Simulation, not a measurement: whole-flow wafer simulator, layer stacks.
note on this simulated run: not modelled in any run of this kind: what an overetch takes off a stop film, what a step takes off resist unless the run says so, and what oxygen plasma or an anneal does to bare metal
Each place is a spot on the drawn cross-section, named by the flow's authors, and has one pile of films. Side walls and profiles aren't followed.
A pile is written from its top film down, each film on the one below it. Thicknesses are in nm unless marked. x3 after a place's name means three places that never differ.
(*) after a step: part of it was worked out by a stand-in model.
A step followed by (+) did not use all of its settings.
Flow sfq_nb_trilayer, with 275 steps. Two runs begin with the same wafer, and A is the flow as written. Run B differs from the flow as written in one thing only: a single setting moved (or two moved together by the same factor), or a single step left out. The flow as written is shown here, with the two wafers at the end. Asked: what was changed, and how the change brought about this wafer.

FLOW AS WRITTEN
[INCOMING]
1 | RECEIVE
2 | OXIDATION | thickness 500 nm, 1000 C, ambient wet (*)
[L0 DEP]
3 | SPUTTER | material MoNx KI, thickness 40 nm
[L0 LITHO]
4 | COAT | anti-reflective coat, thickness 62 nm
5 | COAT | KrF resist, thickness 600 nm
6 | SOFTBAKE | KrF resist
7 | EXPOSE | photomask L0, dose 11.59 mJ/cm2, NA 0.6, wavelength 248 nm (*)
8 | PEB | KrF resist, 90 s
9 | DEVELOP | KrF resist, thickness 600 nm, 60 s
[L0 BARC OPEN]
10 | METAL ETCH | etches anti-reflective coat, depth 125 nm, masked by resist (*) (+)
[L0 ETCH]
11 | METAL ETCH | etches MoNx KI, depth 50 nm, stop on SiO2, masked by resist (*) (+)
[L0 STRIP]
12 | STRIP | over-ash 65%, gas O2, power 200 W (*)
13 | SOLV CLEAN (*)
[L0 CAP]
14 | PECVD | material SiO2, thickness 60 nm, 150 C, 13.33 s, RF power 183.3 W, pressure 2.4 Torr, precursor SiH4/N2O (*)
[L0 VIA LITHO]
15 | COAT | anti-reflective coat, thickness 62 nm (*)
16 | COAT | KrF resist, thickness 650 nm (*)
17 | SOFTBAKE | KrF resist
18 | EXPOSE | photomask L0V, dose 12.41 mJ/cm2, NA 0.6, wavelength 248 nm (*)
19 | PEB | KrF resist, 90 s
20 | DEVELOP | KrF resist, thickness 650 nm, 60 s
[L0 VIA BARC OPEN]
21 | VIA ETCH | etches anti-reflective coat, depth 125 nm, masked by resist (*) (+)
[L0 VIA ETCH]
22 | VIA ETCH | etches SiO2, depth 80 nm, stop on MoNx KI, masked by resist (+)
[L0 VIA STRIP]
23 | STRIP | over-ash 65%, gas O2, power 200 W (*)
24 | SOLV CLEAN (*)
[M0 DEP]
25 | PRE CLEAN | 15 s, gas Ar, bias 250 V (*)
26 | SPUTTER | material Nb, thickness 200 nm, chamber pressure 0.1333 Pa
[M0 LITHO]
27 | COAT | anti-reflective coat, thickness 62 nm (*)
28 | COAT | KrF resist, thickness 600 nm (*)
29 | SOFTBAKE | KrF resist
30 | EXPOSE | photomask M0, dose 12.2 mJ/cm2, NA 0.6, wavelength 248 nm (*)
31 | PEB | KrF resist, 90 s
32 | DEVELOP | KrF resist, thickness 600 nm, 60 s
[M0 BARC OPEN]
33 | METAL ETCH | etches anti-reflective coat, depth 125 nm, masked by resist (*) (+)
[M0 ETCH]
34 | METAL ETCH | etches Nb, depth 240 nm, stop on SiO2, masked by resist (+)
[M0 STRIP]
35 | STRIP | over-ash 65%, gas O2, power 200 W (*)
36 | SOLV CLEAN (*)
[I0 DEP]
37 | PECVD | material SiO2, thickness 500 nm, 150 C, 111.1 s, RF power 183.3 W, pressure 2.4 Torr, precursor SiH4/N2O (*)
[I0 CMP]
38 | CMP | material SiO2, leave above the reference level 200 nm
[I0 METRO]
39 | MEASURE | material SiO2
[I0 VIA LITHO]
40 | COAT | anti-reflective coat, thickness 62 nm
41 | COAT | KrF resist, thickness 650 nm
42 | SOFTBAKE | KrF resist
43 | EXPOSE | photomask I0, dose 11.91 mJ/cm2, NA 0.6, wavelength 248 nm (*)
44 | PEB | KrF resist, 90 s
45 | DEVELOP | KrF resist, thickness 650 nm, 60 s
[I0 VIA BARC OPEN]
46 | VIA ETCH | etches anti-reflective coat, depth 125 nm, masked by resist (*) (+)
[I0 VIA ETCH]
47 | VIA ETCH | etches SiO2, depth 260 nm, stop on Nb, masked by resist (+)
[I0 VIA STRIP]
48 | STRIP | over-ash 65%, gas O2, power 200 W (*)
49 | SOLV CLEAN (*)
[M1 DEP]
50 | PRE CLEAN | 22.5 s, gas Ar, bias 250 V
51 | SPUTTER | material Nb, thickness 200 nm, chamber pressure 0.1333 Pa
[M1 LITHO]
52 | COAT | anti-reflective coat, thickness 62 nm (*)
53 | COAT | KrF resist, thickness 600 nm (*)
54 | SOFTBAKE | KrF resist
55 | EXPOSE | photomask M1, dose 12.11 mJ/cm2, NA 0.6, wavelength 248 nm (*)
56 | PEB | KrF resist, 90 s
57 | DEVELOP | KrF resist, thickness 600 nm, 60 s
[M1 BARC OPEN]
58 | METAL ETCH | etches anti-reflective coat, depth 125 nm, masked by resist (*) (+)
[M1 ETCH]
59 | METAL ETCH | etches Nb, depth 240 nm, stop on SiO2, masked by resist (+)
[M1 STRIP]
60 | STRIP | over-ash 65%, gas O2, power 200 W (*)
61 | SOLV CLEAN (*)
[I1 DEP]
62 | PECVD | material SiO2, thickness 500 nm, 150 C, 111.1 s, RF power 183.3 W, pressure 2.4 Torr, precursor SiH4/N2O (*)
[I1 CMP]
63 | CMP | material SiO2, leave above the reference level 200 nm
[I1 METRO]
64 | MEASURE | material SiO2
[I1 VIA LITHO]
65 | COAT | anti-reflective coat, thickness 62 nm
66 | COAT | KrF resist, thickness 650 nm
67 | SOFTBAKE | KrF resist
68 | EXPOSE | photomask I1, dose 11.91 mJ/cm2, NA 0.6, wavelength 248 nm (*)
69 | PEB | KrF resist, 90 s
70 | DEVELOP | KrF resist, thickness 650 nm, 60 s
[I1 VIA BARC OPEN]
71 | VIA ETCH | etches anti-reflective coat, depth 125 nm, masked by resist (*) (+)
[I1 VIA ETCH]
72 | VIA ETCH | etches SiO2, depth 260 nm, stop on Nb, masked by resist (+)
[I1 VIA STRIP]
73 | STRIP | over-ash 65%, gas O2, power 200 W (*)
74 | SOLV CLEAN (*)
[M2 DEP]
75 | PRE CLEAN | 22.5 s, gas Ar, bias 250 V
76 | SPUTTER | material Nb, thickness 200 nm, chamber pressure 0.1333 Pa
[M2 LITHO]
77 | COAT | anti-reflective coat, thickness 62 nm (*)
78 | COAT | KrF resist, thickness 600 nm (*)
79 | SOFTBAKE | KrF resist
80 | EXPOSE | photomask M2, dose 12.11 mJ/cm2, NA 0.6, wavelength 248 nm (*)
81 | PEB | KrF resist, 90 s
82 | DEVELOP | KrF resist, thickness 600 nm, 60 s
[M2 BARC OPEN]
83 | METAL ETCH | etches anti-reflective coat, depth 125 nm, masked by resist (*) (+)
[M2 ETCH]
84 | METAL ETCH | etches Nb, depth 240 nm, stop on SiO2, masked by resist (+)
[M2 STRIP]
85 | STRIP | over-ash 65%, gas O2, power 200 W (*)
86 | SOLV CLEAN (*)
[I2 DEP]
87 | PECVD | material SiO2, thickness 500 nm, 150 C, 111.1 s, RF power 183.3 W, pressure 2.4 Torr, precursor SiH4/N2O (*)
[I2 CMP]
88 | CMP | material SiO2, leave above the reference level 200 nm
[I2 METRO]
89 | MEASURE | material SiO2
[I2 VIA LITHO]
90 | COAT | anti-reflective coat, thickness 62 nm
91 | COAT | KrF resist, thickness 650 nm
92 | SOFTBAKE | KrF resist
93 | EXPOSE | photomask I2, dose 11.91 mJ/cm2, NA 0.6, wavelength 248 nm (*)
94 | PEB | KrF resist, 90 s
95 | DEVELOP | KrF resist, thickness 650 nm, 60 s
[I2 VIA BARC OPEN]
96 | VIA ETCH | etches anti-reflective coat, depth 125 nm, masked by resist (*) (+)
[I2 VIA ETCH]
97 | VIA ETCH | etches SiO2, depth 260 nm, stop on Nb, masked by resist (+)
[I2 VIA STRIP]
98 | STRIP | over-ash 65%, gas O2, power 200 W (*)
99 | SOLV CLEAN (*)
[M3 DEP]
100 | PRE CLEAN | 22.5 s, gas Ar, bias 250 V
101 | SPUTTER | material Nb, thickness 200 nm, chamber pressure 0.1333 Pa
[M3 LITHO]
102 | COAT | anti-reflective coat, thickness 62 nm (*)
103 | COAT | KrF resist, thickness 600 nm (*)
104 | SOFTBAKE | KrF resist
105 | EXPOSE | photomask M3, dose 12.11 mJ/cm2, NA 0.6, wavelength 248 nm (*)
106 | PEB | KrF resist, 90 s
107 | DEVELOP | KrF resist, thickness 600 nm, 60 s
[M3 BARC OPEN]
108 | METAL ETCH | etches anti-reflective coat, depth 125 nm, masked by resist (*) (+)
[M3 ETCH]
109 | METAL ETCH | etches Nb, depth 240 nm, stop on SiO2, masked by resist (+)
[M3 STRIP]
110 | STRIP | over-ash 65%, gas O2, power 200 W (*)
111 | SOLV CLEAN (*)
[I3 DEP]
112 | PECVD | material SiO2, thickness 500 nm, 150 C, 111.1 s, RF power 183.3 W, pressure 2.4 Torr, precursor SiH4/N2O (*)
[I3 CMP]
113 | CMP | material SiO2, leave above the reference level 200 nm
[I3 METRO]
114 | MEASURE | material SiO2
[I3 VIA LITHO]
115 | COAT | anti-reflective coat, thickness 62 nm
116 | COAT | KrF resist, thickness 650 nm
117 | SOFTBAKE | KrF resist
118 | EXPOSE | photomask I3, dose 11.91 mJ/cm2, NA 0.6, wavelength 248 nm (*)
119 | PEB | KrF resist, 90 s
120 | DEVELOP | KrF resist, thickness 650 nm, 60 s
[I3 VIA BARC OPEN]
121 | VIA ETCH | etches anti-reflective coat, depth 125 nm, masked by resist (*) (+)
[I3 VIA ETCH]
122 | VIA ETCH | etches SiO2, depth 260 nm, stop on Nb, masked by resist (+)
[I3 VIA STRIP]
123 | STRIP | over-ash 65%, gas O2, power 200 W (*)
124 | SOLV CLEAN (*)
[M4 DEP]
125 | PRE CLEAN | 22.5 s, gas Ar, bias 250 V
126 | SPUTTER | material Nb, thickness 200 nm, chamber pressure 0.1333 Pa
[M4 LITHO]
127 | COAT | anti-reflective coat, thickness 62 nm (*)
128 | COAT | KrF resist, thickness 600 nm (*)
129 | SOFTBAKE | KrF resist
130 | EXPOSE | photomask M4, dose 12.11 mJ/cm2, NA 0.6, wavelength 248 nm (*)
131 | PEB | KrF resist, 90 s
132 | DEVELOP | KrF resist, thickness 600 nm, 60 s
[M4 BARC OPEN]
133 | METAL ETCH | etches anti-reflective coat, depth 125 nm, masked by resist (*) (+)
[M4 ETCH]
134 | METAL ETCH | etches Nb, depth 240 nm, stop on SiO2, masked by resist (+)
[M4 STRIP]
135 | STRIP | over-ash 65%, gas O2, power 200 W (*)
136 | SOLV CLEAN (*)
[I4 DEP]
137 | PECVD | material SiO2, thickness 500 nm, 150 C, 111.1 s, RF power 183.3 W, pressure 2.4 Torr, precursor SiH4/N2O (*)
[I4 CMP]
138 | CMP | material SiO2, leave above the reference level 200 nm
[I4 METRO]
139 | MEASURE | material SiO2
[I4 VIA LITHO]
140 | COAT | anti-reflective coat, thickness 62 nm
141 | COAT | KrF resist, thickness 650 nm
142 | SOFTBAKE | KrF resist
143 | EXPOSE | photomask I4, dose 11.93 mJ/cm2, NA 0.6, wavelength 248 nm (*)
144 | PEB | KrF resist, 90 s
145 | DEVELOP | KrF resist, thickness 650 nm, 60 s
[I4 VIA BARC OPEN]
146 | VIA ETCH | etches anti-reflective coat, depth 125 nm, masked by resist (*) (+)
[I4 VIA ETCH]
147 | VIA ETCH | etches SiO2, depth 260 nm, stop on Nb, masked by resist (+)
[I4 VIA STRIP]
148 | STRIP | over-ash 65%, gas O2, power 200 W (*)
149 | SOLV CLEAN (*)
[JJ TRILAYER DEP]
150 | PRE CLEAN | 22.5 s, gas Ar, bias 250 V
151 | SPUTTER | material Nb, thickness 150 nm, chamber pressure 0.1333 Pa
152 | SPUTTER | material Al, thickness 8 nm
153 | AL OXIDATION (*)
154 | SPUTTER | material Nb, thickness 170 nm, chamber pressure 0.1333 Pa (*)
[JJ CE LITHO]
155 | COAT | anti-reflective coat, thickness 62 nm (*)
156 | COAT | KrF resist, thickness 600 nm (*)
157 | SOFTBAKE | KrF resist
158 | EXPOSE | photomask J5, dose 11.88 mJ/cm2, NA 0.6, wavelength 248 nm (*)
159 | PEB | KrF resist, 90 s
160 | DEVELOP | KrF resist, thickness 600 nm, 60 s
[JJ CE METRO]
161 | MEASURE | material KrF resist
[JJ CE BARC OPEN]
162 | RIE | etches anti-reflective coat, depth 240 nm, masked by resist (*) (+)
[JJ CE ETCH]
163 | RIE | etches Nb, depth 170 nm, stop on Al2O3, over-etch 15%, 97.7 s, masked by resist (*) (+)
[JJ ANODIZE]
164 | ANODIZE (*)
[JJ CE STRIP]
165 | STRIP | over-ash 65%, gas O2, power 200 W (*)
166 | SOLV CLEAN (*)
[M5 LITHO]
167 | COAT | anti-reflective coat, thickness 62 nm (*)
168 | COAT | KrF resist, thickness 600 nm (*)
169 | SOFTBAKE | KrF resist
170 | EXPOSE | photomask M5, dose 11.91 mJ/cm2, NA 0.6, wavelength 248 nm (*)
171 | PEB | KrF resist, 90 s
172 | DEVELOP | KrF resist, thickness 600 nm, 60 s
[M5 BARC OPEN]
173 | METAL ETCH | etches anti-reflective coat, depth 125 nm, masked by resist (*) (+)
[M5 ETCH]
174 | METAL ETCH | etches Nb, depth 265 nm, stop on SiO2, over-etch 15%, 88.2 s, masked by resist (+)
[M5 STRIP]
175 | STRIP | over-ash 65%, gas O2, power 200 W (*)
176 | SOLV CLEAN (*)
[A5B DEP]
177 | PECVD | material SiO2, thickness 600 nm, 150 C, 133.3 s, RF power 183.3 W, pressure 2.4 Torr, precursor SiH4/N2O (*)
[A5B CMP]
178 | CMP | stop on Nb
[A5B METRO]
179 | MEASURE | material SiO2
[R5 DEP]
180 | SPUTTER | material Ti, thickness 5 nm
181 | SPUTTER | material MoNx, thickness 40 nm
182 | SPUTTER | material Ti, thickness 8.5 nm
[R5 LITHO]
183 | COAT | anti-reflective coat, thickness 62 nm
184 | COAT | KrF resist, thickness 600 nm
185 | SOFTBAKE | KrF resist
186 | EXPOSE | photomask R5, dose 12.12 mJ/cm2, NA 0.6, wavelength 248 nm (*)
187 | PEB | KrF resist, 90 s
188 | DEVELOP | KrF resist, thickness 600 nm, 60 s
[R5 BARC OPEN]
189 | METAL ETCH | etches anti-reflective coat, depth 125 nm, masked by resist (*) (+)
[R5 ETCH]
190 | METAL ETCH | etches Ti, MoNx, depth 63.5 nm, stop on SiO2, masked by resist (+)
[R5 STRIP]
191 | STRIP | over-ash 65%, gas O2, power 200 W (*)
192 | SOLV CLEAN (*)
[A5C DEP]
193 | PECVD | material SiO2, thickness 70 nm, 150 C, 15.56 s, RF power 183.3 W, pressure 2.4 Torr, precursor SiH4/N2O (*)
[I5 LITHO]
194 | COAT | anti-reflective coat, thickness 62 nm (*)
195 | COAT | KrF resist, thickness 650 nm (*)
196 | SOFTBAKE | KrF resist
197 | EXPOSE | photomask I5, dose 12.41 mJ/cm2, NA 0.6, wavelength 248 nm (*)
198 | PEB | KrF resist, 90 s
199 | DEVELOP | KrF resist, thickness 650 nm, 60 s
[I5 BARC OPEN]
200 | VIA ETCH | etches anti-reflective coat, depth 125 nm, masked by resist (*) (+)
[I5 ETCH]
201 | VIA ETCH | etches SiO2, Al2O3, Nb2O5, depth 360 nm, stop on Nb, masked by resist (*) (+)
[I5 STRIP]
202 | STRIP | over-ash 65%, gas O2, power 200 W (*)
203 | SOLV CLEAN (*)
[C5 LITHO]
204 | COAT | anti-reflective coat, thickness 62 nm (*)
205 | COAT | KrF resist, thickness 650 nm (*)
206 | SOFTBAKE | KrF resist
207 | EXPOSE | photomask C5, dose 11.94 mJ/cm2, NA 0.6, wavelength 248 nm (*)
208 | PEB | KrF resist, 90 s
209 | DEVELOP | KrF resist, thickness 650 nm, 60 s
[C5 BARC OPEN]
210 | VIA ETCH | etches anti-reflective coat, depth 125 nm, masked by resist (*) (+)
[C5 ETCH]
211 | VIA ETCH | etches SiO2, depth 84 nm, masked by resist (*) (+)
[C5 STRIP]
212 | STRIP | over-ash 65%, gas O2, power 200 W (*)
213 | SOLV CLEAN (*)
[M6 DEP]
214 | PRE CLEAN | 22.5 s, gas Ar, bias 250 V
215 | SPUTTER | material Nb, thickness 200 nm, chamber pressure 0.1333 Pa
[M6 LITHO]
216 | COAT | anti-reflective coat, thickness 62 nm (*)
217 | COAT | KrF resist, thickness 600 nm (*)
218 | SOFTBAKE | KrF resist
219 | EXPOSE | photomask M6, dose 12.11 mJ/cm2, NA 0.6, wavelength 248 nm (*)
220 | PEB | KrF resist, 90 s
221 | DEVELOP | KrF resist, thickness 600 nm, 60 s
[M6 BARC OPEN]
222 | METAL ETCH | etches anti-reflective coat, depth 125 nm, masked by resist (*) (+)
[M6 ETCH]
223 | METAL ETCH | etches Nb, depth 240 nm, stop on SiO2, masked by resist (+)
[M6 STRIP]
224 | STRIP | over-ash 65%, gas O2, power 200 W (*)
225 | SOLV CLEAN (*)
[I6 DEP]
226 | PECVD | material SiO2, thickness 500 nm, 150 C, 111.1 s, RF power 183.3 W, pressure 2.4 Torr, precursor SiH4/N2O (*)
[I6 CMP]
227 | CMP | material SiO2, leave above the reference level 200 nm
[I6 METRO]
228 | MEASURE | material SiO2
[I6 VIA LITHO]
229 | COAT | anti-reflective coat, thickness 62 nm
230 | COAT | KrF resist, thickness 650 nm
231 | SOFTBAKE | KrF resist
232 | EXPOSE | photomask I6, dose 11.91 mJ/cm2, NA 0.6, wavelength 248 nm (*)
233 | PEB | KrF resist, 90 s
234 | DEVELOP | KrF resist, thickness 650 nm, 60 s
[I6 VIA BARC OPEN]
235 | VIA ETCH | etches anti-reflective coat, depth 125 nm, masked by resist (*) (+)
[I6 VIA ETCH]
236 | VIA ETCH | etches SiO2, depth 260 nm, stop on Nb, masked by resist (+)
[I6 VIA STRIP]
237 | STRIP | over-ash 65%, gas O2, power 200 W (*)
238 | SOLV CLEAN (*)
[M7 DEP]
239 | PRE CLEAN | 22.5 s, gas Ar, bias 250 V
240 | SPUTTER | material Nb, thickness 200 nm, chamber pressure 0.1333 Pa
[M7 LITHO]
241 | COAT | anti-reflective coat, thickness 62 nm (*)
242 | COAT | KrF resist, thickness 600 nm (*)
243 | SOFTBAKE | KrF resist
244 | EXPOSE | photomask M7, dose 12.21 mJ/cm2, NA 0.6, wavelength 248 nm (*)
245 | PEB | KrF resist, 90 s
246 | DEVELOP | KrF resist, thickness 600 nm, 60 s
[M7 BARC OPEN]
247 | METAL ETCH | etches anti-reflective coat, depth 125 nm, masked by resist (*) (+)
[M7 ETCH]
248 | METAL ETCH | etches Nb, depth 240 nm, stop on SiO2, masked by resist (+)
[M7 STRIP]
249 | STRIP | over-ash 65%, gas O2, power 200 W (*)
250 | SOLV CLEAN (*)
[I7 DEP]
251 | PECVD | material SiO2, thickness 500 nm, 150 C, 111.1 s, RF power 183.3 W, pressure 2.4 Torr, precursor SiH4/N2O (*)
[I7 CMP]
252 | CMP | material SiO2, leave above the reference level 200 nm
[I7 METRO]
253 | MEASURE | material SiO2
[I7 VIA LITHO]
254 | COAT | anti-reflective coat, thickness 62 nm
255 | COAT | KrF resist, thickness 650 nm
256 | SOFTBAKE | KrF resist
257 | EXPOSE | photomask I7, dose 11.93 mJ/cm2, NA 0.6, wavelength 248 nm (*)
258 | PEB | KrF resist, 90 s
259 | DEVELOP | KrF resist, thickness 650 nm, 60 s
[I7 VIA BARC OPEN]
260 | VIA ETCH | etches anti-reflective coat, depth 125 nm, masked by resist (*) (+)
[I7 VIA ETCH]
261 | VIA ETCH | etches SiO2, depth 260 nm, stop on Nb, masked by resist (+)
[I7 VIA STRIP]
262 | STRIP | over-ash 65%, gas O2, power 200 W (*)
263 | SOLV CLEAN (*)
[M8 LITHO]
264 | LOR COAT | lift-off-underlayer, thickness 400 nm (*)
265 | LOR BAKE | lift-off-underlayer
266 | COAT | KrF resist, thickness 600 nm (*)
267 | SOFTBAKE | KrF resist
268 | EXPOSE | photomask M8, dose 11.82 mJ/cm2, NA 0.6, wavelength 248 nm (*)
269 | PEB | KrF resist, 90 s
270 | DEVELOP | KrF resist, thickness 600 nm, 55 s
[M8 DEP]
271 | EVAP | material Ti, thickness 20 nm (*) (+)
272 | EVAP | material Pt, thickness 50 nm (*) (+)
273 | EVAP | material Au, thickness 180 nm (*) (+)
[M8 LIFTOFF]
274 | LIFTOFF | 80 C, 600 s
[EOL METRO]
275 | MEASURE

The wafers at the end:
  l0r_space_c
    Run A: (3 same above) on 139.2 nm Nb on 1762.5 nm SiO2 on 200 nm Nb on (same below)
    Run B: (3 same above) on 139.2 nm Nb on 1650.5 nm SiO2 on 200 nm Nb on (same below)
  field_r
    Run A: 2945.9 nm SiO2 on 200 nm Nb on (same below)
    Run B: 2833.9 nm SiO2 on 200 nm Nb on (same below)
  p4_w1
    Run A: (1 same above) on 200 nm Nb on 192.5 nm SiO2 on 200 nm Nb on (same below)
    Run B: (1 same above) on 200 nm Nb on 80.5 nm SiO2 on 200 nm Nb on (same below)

The reason: step 113, CMP: leave above the reference level 88 nm was run, though the flow has leave above the reference level 200 nm.

How this came from the change, step by step:
  113 | CMP | material SiO2, leave above the reference level 200 nm
      field_l, be, be_sur and 64 more: A -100 SiO2 | B -212 SiO2
      v_sur, via_wl, via_wr and 27 more: A -300 SiO2 | B -412 SiO2
      (also at 9 further places)
  122 | VIA ETCH | etches SiO2, depth 260 nm, stop on Nb, masked by resist (+)
      field_l, v_sur, via_wl and 102 more: A -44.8 KrF resist | B -22.7 KrF resist
      via_v: A -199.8 SiO2 (all of it) | B -87.8 SiO2 (all of it)
  123 | STRIP | over-ash 65%, gas O2, power 200 W (*)
      field_l, v_sur, via_wl and 102 more: A -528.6 KrF resist (all of it), -62 anti-reflective coat (all of it) | B -550.7 KrF resist (all of it), -62 anti-reflective coat (all of it)
  126 | SPUTTER | material Nb, thickness 200 nm, chamber pressure 0.1333 Pa
      via_v: A +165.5 Nb | B +190.5 Nb
  127 | COAT | anti-reflective coat, thickness 62 nm (*)
      via_v: A +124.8 anti-reflective coat (new film) | B +99.3 anti-reflective coat (new film)
  128 | COAT | KrF resist, thickness 600 nm (*)
      via_v: A +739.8 KrF resist (new film) | B +646.1 KrF resist (new film)
  135 | STRIP | over-ash 65%, gas O2, power 200 W (*)
      via_sp: A -373.9 KrF resist (all of it), -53 anti-reflective coat (all of it) | B -382.6 KrF resist (all of it), -53.6 anti-reflective coat (all of it)
      via_v: A -521.8 KrF resist (all of it), -124.8 anti-reflective coat (all of it) | B -428.3 KrF resist (all of it), -99.3 anti-reflective coat (all of it)
      (also at 1 further place)
  137 | PECVD | material SiO2, thickness 500 nm, 150 C, 111.1 s, RF power 183.3 W, pressure 2.4 Torr, precursor SiH4/N2O (*)
      via_v: A +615 SiO2 (new film) | B +500 SiO2 (new film)
  138 | CMP | material SiO2, leave above the reference level 200 nm
      via_v: A -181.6 SiO2 | B -203.6 SiO2
